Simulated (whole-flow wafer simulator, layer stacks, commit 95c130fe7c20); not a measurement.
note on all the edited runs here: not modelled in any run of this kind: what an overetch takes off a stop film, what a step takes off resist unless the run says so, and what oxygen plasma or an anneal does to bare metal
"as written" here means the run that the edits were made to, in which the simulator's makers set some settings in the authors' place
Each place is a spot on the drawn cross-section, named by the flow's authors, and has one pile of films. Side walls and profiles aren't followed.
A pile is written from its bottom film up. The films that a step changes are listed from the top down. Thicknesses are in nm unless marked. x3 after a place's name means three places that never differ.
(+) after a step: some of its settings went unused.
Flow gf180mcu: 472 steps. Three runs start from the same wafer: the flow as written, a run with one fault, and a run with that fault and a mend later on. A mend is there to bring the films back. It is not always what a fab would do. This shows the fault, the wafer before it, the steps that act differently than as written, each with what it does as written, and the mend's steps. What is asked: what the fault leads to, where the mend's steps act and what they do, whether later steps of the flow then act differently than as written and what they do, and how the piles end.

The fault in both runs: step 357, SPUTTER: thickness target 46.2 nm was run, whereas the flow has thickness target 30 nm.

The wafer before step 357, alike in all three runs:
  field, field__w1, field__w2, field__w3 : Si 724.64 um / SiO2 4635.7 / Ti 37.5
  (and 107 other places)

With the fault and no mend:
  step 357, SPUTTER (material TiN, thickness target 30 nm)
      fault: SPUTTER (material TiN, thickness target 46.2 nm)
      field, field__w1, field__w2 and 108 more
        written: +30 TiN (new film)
        fault: +46.2 TiN (new film)
  Later steps of the flow acting differently than as written:
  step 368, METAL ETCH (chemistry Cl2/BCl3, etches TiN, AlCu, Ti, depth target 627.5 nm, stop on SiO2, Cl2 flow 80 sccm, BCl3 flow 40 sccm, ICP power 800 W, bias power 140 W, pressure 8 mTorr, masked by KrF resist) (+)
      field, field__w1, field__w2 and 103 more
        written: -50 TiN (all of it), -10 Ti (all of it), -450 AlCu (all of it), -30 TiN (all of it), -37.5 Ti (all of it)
        fault: -50 TiN (all of it), -10 Ti (all of it), -450 AlCu (all of it), -46.2 TiN (all of it), -37.5 Ti (all of it)
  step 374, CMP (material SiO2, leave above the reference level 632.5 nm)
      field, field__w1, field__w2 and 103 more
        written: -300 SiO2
        fault: -283.8 SiO2
  By the end, the piles at field__w8, contact, m1, m1__w1, m1_nw depart from the flow's by more than 2% or 0.5 nm, whichever is larger.
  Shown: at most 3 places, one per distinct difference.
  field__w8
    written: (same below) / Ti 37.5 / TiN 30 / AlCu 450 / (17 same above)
    fault: (same below) / Ti 37.5 / TiN 46.2 / AlCu 450 / (17 same above)
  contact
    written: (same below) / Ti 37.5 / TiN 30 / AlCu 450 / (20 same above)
    fault: (same below) / Ti 37.5 / TiN 46.2 / AlCu 450 / (20 same above)

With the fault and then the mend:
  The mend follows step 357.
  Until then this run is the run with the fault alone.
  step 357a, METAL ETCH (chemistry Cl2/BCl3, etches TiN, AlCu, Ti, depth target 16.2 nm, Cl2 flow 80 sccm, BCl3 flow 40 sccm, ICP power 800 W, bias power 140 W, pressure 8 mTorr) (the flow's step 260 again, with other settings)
      field, field__w1, field__w2 and 108 more
        -16.2 TiN
  None of the later steps of the flow acts differently than as written at any place that is followed.
  By the end, the piles equal the flow's at every place that both follow.
